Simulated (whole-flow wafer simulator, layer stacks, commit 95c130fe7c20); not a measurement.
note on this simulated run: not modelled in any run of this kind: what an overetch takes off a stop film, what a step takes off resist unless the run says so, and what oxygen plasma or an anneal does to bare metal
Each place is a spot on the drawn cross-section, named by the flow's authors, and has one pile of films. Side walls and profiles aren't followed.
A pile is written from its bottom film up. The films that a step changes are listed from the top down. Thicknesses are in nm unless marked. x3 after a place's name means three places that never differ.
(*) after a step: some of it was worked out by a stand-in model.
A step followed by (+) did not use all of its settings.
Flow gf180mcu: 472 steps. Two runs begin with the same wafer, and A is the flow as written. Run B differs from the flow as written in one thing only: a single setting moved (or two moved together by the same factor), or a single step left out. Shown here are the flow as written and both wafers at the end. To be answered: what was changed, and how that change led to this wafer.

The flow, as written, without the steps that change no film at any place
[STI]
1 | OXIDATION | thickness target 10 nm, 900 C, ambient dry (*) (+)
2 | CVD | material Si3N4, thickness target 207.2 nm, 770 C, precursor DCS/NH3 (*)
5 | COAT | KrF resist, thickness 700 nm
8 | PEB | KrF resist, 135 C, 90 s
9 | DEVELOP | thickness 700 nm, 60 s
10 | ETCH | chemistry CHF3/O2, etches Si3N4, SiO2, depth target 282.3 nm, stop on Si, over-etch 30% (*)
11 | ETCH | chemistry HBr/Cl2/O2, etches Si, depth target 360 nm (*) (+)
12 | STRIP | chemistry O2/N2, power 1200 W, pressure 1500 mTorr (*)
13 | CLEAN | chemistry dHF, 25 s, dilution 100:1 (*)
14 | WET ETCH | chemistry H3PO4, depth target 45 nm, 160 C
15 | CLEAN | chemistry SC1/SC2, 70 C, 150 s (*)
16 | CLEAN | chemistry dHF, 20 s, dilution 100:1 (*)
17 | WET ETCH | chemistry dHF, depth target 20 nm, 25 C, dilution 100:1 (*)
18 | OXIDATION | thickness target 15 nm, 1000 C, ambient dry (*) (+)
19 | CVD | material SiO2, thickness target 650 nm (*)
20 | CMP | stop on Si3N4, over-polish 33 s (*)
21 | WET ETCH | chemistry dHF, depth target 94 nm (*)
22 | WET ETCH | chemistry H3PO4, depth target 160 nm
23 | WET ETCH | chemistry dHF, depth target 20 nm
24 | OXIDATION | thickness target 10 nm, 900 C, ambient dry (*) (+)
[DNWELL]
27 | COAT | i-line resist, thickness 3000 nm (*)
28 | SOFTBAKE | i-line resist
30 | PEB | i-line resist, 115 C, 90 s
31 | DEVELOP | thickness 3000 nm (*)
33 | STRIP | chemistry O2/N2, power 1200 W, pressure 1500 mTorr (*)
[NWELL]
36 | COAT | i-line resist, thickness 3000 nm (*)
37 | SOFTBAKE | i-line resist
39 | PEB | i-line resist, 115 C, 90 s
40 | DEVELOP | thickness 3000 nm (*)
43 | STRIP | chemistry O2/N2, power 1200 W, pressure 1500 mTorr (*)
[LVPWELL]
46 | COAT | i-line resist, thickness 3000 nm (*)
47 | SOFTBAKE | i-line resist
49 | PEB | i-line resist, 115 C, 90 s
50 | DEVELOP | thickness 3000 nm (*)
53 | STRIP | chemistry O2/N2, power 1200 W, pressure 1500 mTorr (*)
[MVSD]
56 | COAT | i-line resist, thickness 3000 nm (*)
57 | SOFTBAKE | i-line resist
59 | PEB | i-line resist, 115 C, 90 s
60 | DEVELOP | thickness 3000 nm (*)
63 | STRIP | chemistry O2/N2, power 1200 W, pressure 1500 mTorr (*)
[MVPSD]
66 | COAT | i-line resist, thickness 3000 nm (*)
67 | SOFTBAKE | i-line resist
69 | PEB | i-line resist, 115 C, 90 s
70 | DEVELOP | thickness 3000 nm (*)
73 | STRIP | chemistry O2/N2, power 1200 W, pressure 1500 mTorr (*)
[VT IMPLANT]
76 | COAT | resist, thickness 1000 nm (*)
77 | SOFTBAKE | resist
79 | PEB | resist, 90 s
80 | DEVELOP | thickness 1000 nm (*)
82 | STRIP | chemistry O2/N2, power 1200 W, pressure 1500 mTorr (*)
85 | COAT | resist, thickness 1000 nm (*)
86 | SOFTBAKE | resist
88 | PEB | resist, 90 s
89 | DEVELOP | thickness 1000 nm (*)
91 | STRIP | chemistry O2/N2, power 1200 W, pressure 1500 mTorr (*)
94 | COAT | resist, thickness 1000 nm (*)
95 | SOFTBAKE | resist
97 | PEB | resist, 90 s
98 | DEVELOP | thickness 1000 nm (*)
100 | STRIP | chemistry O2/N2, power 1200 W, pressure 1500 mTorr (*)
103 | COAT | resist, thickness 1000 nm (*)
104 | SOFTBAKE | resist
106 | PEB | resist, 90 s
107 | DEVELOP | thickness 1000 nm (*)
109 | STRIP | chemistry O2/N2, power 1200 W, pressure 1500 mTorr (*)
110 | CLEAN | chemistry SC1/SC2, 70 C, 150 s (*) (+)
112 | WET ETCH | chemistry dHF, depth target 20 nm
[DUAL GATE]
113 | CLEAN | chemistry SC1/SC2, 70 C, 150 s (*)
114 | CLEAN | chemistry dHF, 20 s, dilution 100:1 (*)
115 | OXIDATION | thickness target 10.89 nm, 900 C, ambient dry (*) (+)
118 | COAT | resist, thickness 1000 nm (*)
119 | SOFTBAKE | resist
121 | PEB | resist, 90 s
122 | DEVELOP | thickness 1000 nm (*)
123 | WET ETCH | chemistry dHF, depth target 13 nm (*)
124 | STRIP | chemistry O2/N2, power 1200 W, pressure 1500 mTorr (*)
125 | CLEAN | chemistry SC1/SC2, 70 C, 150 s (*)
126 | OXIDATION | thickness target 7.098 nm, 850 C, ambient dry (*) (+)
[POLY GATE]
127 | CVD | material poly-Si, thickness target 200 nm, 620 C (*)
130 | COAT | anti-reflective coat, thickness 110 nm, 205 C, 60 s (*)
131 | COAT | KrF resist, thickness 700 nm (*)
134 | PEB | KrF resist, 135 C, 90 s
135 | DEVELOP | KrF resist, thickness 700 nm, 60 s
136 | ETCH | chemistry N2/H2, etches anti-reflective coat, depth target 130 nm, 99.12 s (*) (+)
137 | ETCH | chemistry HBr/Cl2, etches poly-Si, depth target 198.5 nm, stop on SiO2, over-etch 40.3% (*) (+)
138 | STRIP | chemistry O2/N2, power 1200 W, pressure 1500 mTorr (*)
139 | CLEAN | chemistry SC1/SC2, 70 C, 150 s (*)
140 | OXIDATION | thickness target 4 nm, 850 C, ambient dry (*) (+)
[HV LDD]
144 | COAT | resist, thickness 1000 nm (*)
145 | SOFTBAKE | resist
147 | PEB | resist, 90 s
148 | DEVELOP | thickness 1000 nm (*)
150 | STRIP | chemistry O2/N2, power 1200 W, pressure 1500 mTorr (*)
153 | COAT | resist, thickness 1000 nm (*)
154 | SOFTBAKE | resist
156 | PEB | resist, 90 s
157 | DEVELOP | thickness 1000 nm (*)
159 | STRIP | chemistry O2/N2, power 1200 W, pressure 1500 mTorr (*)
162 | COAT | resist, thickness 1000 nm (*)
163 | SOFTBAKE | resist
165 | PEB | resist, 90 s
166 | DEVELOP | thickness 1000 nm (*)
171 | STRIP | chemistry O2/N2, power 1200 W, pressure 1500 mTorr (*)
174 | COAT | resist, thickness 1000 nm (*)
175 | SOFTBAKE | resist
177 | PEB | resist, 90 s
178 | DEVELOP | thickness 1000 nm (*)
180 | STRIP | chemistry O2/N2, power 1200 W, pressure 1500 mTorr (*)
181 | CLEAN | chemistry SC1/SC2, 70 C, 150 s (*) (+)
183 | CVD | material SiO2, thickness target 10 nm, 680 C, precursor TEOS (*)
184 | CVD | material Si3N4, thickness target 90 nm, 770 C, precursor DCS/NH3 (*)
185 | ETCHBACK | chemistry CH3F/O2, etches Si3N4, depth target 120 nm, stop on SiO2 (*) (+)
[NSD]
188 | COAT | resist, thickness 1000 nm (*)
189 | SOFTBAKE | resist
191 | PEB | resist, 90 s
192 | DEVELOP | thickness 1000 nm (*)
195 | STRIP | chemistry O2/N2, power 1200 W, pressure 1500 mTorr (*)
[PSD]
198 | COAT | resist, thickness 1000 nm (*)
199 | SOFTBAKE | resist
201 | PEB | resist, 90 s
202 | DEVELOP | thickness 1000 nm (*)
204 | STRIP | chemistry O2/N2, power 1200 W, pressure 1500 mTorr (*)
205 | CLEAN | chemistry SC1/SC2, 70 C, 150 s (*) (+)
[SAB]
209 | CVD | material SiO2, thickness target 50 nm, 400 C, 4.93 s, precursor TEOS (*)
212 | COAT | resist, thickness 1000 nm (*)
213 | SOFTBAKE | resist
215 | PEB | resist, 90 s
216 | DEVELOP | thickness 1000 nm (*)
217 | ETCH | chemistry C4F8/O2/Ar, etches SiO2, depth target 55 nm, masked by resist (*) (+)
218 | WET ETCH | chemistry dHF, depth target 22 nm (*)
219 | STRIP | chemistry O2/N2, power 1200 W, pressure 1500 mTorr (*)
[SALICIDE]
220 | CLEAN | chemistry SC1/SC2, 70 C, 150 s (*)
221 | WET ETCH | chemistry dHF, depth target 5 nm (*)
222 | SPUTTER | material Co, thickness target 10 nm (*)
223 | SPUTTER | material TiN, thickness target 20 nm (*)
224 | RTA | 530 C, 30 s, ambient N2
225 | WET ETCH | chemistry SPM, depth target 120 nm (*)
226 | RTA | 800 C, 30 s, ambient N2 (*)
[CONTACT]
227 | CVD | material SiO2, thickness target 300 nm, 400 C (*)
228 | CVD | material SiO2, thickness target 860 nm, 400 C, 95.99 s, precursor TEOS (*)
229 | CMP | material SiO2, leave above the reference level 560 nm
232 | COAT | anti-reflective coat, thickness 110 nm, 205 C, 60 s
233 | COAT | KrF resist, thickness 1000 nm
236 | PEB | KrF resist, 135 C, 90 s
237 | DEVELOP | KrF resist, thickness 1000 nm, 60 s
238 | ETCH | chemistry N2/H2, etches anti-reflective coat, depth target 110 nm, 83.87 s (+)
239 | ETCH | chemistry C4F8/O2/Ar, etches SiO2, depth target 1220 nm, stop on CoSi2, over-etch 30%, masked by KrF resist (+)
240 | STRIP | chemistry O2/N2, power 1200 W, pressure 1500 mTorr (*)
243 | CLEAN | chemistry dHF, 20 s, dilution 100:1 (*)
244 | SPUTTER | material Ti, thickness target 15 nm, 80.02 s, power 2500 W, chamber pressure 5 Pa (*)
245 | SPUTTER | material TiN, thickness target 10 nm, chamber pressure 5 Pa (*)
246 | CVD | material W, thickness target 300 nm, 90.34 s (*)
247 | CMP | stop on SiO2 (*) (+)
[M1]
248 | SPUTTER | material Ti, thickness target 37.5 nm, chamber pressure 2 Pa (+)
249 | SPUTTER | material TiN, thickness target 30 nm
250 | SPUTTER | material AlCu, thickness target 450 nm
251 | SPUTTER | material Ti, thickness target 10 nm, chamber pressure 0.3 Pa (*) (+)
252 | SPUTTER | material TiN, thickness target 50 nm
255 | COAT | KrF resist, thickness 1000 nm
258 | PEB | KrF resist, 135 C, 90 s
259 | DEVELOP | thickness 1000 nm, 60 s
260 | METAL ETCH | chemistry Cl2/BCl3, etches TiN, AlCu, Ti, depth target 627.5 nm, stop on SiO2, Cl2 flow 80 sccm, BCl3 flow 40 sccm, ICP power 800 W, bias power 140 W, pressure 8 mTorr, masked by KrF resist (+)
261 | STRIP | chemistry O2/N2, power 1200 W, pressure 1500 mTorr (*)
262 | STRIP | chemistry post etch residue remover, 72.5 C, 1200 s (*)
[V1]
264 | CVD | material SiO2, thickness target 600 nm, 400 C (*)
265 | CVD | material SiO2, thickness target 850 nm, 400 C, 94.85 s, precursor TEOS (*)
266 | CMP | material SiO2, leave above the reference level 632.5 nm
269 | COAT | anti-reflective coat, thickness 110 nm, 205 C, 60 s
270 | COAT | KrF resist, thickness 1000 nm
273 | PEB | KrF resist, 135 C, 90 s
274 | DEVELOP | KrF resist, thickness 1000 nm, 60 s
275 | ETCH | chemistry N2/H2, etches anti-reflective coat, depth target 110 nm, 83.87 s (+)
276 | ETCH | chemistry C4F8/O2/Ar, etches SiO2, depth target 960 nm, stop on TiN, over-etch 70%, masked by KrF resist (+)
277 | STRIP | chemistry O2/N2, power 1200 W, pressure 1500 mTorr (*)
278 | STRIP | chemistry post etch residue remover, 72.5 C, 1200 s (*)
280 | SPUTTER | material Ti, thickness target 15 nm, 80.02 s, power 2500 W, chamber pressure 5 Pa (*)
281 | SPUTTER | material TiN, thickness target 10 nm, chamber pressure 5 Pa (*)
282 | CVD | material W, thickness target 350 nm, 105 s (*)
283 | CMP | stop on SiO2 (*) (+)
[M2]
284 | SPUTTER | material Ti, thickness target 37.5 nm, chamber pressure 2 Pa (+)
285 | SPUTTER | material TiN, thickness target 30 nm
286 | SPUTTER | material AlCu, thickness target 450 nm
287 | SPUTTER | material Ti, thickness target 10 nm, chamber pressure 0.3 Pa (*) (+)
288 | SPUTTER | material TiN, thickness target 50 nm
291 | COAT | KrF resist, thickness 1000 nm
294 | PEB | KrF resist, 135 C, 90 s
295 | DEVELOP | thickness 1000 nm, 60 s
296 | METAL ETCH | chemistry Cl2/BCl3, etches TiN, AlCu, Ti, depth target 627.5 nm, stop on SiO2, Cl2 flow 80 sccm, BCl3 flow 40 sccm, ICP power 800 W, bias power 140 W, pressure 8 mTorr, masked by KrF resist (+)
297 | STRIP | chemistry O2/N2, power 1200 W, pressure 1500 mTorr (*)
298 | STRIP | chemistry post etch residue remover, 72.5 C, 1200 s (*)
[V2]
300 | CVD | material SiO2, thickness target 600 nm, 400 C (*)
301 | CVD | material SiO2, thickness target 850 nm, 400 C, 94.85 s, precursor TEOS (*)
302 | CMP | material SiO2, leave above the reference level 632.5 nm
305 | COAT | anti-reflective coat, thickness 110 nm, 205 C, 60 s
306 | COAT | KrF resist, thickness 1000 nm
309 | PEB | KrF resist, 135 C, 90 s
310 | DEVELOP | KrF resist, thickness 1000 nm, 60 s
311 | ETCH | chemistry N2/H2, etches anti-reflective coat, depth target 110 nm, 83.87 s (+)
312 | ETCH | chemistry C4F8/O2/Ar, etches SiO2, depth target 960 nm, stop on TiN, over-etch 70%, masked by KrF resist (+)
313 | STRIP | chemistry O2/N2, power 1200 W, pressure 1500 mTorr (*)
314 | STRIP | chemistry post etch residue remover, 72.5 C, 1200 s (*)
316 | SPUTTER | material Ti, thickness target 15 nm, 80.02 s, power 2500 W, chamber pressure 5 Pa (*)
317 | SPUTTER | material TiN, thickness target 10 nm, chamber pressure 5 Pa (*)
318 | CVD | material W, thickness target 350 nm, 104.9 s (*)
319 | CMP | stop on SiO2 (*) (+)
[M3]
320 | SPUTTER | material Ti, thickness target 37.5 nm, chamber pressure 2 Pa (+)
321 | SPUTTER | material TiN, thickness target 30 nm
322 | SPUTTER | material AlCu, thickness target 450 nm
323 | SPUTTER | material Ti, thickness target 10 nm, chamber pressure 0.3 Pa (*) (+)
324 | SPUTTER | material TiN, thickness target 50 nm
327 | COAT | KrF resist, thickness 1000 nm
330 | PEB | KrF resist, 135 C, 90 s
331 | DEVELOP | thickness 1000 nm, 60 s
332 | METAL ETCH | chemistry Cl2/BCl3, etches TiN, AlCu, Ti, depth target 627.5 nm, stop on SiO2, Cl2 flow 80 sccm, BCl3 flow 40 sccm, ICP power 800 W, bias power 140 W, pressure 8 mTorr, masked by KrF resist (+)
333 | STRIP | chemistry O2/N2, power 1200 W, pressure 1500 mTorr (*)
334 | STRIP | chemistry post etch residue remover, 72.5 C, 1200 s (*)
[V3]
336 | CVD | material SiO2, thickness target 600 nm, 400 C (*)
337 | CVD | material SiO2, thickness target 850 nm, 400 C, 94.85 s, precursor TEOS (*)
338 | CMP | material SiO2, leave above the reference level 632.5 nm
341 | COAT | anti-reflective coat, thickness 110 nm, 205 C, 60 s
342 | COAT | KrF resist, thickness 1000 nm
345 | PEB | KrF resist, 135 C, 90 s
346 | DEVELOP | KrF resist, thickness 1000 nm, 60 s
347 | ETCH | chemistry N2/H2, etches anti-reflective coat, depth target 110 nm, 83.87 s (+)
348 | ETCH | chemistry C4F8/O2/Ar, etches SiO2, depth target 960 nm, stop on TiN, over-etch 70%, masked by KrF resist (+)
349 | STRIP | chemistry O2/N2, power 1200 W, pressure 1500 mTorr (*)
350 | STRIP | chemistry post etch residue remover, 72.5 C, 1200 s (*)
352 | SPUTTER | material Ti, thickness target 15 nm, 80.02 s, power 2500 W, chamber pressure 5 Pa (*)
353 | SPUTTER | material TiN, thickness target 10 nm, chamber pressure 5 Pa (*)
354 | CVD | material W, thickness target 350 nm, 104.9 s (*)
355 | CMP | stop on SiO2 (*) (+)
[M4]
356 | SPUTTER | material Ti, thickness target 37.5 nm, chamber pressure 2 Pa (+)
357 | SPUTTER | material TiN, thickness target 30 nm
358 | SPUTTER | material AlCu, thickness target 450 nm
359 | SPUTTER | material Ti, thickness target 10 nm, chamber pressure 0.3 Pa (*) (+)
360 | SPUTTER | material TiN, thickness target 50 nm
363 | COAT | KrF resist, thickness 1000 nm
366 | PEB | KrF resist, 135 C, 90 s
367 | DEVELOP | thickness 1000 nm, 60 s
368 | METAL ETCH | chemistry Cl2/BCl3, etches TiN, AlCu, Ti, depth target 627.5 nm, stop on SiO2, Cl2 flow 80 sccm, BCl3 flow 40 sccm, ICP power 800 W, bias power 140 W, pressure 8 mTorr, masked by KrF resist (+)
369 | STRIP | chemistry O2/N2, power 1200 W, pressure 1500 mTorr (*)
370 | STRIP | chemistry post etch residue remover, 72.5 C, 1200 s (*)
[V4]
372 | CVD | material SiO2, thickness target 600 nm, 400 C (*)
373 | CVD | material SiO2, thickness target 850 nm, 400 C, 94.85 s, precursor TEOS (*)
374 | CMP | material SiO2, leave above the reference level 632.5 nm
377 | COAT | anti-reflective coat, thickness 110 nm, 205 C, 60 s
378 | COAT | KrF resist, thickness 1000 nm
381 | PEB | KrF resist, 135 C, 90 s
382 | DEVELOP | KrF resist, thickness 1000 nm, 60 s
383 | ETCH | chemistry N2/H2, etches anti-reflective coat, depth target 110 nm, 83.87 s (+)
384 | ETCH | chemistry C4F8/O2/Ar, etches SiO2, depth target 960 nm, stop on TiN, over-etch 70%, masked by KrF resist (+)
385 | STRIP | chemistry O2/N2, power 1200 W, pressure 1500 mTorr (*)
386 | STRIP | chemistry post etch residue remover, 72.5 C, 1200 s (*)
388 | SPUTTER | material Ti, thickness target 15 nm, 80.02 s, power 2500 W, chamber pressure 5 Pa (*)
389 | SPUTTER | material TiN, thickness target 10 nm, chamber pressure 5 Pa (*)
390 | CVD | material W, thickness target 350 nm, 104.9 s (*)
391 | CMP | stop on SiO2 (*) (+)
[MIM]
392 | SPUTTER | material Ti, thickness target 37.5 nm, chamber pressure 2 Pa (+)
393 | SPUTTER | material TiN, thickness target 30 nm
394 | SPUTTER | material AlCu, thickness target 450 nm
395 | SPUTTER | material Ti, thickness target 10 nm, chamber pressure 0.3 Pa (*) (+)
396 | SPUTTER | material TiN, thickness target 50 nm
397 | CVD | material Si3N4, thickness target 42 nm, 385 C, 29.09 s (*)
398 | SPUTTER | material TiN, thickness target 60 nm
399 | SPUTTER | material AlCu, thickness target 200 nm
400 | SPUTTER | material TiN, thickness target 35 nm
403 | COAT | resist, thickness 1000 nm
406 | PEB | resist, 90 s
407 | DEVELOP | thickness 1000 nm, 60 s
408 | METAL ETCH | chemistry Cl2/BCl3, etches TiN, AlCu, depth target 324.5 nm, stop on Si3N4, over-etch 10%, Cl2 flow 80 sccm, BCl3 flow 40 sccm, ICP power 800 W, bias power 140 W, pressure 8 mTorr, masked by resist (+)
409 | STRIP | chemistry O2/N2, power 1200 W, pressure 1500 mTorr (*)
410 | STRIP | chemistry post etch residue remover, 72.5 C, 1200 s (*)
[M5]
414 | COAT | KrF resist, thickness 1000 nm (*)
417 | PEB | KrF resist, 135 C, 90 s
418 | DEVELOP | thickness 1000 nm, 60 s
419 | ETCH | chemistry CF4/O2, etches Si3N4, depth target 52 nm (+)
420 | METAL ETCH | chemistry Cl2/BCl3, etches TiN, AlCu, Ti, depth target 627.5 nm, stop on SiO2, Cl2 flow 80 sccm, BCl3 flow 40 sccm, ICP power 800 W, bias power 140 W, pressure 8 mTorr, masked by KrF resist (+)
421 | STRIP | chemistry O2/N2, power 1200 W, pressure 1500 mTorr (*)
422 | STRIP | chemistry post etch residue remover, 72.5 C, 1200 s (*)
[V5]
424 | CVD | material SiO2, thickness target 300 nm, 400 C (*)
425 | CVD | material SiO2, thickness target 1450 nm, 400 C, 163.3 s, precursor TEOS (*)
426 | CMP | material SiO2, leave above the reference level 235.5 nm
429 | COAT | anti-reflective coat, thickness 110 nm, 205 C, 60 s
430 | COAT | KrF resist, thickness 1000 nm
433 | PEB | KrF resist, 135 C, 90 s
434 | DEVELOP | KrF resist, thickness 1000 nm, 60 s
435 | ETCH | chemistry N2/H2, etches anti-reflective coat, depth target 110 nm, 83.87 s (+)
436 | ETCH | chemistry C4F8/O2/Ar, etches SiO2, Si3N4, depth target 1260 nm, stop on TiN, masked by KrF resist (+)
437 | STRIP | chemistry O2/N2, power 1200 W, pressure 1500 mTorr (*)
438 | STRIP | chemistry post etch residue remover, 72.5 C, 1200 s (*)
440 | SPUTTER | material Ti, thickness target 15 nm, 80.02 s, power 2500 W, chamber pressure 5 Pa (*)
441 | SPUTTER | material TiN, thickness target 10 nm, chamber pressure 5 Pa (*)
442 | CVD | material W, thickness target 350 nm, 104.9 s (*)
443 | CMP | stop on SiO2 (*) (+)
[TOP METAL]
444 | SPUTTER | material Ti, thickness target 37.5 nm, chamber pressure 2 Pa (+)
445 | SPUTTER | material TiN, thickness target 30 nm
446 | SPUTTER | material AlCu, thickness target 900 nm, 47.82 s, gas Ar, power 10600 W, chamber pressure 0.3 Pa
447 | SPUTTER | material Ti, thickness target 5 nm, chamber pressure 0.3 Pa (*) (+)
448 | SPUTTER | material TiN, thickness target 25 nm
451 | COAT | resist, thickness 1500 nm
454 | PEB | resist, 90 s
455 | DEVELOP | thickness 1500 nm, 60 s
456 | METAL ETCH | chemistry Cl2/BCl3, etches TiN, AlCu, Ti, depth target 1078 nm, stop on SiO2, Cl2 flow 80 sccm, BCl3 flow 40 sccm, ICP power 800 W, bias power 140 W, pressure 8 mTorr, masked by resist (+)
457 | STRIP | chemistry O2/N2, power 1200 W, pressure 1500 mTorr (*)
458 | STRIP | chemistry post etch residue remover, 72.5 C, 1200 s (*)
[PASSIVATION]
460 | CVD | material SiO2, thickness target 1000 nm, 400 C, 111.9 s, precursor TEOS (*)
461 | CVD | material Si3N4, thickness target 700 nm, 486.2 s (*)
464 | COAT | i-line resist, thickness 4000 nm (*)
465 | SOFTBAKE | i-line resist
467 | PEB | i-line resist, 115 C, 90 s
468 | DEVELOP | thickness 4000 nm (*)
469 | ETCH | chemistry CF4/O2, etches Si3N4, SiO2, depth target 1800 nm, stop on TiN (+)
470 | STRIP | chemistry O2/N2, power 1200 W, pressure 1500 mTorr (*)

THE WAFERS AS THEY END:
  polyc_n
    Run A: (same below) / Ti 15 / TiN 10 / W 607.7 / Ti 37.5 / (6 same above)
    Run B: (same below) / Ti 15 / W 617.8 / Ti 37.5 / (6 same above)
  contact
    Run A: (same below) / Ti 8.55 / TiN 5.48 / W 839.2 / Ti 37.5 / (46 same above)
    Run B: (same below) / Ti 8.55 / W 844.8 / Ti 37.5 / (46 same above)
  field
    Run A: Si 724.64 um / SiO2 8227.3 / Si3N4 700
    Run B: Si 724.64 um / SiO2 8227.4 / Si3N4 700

The reason: step 245, SPUTTER: material TiN, thickness target 10 nm, chamber pressure 5 Pa (*), was skipped.

Step by step, how the change led to this:
  247 | CMP | stop on SiO2 (*) (+)
      field, field__w1, field__w2 and 105 more: A -300 W (all of it), -10 TiN (all of it), -15 Ti (all of it), -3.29 SiO2 | B -300 W (all of it), -15 Ti (all of it), -3.19 SiO2
      contact, polyc_n, polyc_p: A -328.3 W | B -318.2 W
